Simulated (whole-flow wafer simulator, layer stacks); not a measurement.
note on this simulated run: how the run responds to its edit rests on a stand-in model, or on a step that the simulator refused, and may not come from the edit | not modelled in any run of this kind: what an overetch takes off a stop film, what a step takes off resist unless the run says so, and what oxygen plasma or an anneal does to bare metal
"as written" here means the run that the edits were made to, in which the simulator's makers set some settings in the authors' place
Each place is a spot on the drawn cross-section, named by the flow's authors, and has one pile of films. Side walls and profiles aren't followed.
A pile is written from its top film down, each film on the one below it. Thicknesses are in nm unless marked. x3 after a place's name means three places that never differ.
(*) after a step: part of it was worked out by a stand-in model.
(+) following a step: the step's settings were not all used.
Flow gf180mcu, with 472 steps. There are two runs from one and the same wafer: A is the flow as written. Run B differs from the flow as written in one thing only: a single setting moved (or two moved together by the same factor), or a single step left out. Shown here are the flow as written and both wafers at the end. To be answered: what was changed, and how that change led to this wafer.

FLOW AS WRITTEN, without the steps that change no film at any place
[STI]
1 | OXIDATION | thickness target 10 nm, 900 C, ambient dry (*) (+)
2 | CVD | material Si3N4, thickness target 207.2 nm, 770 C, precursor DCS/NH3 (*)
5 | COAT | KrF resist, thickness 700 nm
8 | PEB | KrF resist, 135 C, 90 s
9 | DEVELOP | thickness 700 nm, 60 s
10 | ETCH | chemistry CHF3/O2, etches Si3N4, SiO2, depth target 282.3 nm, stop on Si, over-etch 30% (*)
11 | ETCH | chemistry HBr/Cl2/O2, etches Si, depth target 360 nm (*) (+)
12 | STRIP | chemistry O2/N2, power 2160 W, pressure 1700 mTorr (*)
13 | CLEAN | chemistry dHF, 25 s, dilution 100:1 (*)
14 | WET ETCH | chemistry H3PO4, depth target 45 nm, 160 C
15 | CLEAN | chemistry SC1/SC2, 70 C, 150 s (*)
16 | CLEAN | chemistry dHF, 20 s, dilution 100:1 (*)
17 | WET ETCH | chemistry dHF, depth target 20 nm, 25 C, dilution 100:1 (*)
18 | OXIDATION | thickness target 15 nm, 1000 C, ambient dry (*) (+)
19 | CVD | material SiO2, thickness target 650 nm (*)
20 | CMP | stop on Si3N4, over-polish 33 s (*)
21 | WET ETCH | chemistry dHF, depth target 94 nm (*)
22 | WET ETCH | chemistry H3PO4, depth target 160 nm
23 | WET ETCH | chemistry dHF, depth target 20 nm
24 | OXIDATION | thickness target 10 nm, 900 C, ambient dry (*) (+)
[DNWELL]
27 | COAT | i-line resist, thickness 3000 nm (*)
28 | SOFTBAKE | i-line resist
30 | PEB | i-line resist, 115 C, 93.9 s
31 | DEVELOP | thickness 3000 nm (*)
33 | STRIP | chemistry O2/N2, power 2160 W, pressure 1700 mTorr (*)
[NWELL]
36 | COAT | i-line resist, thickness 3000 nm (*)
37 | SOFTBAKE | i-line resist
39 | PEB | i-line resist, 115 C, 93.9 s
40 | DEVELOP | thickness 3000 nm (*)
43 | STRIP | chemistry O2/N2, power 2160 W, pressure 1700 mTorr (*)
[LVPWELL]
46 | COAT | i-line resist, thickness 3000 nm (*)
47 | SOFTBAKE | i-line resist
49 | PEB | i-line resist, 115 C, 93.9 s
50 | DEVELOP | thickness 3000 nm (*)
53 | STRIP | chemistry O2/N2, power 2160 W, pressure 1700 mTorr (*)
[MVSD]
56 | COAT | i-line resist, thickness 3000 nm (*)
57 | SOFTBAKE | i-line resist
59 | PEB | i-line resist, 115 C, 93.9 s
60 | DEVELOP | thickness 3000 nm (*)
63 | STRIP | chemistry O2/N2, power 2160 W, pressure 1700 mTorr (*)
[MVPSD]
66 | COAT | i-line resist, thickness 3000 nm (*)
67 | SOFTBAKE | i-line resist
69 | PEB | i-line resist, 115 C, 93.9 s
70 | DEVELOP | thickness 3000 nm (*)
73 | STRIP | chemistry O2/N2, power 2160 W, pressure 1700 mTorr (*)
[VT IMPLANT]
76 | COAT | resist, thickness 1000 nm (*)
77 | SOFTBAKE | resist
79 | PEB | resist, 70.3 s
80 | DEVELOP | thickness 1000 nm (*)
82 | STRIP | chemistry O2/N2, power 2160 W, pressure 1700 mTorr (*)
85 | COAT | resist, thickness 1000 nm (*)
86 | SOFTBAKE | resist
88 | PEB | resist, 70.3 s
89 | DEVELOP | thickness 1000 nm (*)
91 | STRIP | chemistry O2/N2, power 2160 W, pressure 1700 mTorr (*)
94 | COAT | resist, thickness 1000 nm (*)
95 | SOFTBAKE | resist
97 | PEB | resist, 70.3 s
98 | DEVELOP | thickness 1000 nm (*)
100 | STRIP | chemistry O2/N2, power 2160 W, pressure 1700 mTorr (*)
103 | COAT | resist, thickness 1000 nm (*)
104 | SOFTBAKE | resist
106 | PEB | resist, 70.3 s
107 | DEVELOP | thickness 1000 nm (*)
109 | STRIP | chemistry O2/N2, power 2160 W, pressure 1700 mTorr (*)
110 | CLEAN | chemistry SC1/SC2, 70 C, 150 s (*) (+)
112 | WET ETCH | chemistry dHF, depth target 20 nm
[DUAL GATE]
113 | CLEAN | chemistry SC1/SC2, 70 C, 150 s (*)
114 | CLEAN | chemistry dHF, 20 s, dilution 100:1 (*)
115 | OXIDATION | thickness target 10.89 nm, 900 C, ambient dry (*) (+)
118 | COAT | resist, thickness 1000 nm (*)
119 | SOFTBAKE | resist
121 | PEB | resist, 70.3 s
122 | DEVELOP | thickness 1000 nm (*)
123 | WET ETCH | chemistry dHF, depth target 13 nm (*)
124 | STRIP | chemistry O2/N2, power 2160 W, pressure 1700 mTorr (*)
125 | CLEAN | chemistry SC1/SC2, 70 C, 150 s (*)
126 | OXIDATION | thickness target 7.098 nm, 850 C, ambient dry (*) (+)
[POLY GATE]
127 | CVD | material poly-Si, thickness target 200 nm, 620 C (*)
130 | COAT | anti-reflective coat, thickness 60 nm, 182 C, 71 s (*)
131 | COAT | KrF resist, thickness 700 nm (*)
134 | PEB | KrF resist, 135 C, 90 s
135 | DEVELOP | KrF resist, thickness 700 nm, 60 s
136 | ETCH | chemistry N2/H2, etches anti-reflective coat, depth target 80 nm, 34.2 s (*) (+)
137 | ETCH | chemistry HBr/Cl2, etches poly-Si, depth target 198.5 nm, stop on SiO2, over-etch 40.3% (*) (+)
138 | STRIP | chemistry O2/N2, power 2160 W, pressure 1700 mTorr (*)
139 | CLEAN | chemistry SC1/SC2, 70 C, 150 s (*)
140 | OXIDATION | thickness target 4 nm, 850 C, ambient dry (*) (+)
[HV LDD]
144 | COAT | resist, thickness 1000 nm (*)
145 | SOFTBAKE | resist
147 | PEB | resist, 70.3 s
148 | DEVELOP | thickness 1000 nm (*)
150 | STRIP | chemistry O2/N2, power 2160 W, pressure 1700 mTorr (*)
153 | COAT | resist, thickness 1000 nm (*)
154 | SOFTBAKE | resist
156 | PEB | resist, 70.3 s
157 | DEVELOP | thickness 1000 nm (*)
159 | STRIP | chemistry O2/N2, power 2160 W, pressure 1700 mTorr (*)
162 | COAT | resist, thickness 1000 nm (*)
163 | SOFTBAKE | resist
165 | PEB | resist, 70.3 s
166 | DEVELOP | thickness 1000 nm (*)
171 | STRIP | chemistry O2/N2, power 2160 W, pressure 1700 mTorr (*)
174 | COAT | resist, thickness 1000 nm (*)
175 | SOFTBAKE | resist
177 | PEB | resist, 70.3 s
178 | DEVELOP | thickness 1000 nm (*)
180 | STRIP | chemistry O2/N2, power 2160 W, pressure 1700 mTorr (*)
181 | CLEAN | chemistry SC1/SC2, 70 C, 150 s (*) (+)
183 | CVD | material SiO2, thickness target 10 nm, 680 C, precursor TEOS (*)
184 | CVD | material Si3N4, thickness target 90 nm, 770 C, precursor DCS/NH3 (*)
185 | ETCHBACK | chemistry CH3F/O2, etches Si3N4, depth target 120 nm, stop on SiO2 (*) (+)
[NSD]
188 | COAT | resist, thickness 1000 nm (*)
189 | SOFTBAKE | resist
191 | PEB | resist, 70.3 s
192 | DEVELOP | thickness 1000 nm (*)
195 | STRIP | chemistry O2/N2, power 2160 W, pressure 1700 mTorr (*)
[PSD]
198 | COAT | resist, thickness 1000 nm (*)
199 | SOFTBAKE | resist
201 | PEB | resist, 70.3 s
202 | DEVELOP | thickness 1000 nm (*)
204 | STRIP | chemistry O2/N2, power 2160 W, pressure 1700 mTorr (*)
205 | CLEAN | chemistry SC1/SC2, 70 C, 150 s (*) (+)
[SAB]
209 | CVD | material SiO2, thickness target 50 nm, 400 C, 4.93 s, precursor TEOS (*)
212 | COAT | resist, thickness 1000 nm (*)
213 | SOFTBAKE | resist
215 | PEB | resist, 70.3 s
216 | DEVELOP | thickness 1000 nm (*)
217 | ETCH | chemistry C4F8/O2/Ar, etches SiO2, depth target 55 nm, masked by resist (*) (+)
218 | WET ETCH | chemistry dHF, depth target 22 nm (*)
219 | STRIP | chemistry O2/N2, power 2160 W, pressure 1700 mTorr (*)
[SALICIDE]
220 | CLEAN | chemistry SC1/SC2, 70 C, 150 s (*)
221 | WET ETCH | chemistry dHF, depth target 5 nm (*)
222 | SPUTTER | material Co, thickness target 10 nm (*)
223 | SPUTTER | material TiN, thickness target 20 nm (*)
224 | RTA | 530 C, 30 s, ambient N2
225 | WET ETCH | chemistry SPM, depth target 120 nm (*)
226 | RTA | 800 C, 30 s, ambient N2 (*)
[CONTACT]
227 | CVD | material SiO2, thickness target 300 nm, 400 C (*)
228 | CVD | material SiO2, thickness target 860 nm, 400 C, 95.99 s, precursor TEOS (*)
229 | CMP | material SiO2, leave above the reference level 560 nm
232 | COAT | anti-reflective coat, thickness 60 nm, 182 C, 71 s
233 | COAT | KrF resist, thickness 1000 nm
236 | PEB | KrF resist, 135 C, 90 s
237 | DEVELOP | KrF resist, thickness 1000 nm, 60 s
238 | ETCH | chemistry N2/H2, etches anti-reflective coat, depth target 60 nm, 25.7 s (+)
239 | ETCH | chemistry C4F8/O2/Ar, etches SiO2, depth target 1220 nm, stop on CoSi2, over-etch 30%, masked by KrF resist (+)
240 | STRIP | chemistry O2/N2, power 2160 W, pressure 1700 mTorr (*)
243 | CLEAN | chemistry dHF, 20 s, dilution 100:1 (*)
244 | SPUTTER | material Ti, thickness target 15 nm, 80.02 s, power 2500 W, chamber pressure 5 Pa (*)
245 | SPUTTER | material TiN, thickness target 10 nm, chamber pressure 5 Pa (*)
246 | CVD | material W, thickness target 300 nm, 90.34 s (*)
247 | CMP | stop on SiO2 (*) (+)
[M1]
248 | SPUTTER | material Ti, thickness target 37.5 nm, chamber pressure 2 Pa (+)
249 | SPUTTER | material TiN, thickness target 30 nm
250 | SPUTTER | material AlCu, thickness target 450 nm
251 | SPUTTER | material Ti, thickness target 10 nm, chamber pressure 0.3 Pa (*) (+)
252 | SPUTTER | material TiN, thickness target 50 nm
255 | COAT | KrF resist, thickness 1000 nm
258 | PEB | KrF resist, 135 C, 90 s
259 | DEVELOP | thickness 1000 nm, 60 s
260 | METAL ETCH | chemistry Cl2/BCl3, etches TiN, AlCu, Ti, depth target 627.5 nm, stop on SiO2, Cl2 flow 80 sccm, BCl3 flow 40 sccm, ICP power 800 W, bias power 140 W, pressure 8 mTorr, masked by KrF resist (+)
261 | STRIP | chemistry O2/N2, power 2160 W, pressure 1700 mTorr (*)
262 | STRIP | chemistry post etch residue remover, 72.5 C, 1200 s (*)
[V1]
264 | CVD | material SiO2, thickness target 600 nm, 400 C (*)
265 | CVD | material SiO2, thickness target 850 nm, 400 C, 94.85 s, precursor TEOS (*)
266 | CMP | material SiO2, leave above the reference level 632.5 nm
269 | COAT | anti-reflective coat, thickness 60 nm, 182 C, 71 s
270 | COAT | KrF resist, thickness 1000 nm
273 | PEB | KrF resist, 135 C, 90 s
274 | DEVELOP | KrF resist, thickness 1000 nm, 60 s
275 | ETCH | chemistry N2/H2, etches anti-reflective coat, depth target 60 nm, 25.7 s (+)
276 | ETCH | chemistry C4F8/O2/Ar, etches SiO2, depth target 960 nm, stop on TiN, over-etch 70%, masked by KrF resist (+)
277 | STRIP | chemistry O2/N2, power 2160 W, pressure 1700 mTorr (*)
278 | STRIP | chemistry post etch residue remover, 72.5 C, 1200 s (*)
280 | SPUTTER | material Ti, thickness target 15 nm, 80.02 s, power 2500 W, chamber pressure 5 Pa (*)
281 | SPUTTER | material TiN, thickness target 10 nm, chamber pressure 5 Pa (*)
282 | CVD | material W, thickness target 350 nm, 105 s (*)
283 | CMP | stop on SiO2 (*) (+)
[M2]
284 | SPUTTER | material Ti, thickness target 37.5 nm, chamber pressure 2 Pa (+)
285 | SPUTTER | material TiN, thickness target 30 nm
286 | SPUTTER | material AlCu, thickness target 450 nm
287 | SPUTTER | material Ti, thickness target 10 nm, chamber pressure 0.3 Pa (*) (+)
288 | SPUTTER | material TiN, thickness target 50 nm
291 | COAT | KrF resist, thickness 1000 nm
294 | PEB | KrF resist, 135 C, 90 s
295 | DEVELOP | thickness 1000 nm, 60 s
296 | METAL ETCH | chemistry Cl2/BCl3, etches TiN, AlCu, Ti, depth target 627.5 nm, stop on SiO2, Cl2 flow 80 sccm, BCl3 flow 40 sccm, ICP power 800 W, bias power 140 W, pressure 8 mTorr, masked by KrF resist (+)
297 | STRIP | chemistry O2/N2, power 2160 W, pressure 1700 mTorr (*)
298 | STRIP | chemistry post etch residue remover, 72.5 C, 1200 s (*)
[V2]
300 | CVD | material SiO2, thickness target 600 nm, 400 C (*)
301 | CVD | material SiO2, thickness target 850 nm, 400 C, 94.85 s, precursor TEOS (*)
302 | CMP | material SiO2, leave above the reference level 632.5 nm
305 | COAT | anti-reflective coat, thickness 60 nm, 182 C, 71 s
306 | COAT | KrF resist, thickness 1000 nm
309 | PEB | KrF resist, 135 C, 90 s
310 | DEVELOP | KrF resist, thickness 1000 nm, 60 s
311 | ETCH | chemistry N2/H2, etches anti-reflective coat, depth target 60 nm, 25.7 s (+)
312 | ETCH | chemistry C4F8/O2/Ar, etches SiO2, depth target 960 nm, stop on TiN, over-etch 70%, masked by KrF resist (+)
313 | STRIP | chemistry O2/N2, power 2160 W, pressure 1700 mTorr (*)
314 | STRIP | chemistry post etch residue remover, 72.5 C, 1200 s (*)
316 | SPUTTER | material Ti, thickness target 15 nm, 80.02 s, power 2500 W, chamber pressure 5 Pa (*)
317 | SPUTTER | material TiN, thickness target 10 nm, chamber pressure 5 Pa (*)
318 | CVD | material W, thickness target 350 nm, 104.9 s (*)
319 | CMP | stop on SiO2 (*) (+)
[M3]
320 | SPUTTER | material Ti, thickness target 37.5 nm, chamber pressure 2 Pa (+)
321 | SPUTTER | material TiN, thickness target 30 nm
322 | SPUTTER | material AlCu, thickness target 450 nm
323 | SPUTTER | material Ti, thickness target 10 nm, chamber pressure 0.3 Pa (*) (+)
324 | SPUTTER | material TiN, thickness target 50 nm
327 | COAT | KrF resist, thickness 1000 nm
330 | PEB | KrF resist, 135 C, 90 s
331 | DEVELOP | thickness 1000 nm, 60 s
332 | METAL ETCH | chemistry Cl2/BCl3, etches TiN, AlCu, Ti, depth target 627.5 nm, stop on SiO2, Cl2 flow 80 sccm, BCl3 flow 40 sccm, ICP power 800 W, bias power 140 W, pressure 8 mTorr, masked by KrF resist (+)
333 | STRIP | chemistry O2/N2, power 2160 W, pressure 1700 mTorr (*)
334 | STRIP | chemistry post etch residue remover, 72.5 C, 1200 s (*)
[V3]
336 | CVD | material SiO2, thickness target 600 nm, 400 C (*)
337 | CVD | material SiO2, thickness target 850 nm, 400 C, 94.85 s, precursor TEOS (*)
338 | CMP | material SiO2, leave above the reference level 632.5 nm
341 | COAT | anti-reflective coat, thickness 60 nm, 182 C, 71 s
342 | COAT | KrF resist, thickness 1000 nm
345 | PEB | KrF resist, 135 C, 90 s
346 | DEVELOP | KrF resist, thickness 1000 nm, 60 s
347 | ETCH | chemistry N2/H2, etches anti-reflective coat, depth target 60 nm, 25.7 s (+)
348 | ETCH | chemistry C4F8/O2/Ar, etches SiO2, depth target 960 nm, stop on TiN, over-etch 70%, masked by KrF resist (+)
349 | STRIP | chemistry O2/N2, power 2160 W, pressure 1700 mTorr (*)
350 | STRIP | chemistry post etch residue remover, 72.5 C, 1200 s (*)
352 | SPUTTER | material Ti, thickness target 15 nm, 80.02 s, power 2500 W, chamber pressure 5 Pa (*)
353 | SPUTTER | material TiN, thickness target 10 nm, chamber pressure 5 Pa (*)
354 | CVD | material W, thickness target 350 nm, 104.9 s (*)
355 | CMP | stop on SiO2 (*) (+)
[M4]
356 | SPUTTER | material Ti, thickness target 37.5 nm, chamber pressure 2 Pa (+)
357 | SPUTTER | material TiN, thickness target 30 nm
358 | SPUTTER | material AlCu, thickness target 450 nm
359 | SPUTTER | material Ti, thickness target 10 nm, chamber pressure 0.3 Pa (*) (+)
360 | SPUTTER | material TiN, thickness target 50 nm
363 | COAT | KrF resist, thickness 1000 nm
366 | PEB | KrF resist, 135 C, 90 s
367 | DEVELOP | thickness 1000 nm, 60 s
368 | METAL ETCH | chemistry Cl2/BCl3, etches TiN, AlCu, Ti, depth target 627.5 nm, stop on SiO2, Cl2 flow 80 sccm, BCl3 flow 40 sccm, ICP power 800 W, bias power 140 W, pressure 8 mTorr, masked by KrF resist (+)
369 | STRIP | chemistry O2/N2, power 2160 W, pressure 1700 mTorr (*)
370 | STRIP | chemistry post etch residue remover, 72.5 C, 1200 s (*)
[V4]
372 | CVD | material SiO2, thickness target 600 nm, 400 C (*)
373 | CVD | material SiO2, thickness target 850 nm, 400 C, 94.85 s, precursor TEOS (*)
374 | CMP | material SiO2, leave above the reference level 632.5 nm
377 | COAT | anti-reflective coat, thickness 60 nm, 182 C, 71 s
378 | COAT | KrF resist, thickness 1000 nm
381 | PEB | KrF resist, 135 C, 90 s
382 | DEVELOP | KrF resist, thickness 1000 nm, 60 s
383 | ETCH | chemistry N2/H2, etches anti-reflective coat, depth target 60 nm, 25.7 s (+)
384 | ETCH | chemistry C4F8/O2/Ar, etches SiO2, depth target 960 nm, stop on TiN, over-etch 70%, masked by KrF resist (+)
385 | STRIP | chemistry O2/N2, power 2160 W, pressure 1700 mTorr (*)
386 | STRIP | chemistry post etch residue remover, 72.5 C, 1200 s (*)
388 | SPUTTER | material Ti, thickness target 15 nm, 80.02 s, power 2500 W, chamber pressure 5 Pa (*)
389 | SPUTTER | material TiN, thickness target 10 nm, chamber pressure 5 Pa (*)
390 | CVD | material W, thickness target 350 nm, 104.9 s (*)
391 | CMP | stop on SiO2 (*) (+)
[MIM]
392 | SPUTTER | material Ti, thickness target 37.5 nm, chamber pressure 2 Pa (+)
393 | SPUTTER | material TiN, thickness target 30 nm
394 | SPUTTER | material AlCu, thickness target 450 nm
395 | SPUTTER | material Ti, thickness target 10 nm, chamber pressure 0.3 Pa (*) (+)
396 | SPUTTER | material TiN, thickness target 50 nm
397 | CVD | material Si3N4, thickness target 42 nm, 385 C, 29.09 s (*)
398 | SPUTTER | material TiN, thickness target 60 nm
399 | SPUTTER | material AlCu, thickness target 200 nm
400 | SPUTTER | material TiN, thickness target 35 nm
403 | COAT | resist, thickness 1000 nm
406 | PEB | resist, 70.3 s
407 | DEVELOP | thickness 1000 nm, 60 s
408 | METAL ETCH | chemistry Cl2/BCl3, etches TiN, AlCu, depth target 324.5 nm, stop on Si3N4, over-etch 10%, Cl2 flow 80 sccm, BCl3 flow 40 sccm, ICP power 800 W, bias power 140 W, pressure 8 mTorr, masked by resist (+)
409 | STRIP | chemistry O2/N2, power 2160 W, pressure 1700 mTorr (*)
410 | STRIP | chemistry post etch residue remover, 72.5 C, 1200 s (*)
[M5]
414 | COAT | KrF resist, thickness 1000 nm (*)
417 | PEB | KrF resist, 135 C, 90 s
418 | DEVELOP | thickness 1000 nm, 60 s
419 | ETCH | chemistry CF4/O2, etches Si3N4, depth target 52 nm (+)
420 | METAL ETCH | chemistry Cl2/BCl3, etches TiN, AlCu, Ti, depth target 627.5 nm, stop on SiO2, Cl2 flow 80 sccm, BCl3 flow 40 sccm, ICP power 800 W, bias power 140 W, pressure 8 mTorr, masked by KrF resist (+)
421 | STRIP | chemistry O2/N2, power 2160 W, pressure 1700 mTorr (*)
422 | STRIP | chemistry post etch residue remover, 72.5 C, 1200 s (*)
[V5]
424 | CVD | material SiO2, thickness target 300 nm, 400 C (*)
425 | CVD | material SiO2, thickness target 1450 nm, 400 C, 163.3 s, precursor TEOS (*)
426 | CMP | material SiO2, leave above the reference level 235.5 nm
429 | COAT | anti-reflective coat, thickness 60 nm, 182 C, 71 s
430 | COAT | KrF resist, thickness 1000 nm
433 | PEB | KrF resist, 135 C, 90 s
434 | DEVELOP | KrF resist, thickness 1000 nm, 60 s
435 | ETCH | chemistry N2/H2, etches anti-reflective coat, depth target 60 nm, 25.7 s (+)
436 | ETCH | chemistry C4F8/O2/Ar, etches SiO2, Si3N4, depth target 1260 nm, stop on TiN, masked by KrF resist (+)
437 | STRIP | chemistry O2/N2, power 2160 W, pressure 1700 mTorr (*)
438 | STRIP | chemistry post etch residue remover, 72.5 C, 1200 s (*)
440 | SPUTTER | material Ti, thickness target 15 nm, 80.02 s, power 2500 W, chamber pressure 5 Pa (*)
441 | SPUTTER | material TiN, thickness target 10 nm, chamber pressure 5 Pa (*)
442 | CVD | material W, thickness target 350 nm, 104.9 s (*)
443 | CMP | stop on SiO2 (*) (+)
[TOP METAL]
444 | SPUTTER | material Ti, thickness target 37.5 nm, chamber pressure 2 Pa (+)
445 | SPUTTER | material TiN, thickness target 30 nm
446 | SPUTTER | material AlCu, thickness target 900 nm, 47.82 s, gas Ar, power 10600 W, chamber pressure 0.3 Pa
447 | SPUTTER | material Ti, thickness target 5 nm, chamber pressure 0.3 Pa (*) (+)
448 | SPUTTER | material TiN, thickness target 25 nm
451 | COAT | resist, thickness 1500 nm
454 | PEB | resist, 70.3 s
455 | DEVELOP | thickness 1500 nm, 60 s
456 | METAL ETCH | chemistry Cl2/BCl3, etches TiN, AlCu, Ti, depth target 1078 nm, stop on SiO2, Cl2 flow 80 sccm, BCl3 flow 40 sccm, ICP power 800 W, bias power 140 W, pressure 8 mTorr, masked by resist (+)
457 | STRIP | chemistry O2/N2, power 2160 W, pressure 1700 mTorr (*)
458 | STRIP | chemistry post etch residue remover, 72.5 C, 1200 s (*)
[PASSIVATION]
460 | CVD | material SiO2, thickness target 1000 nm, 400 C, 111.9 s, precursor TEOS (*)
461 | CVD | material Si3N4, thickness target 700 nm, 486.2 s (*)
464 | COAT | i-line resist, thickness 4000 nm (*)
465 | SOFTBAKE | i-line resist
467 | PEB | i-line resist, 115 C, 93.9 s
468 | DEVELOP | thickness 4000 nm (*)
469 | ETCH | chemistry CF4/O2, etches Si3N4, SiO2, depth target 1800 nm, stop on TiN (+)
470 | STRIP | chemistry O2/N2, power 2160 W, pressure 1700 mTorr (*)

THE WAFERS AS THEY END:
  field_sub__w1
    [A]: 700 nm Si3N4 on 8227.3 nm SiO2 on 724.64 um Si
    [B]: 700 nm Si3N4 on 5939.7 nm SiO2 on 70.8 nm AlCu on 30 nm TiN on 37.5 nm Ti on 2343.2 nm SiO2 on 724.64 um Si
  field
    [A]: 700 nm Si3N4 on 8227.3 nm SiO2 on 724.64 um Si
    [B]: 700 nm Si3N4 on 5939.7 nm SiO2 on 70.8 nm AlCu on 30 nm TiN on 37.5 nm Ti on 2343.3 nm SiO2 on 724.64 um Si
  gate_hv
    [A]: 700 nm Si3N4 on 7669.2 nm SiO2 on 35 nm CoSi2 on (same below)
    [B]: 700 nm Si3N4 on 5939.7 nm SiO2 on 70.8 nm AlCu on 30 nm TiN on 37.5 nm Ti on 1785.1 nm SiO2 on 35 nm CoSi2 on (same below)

The reason: step 286, SPUTTER: thickness target 644 nm was run, though the flow has thickness target 450 nm.

How this came from the change, step by step:
  286 | SPUTTER | material AlCu, thickness target 450 nm
      field, field__w1, field__w2 and 108 more: A +450 AlCu (new film) | B +644 AlCu (new film)
  296 | METAL ETCH | chemistry Cl2/BCl3, etches TiN, AlCu, Ti, depth target 627.5 nm, stop on SiO2, Cl2 flow 80 sccm, BCl3 flow 40 sccm, ICP power 800 W, bias power 140 W, pressure 8 mTorr, masked by KrF resist (+)
      field, field__w1, field__w2 and 103 more: A -50 TiN (all of it), -10 Ti (all of it), -450 AlCu (all of it), -30 TiN (all of it), -37.5 Ti (all of it) | B -50 TiN (all of it), -10 Ti (all of it), -567.5 AlCu
  298 | STRIP | chemistry post etch residue remover, 72.5 C, 1200 s (*)
      field, field__w1, field__w2 and 103 more: A nothing | B -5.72 AlCu
  300 | CVD | material SiO2, thickness target 600 nm, 400 C (*)
      field, field__w1, field__w2 and 103 more: A +600 SiO2 | B +600 SiO2 (new film)
  302 | CMP | material SiO2, leave above the reference level 632.5 nm
      field, field__w1, field__w2 and 103 more: A -300 SiO2 | B -244.3 SiO2
If metal films that touch count as one body, field_sub__w1 has 1 body; the flow as written gives 0 bodies.
If metal films that touch count as one body, field has 1 body; the flow as written gives 0 bodies.
If metal films that touch count as one body, gate_hv has 2 bodies (between them, from the top down: SiO2 1785.1); the flow as written gives 1 body.
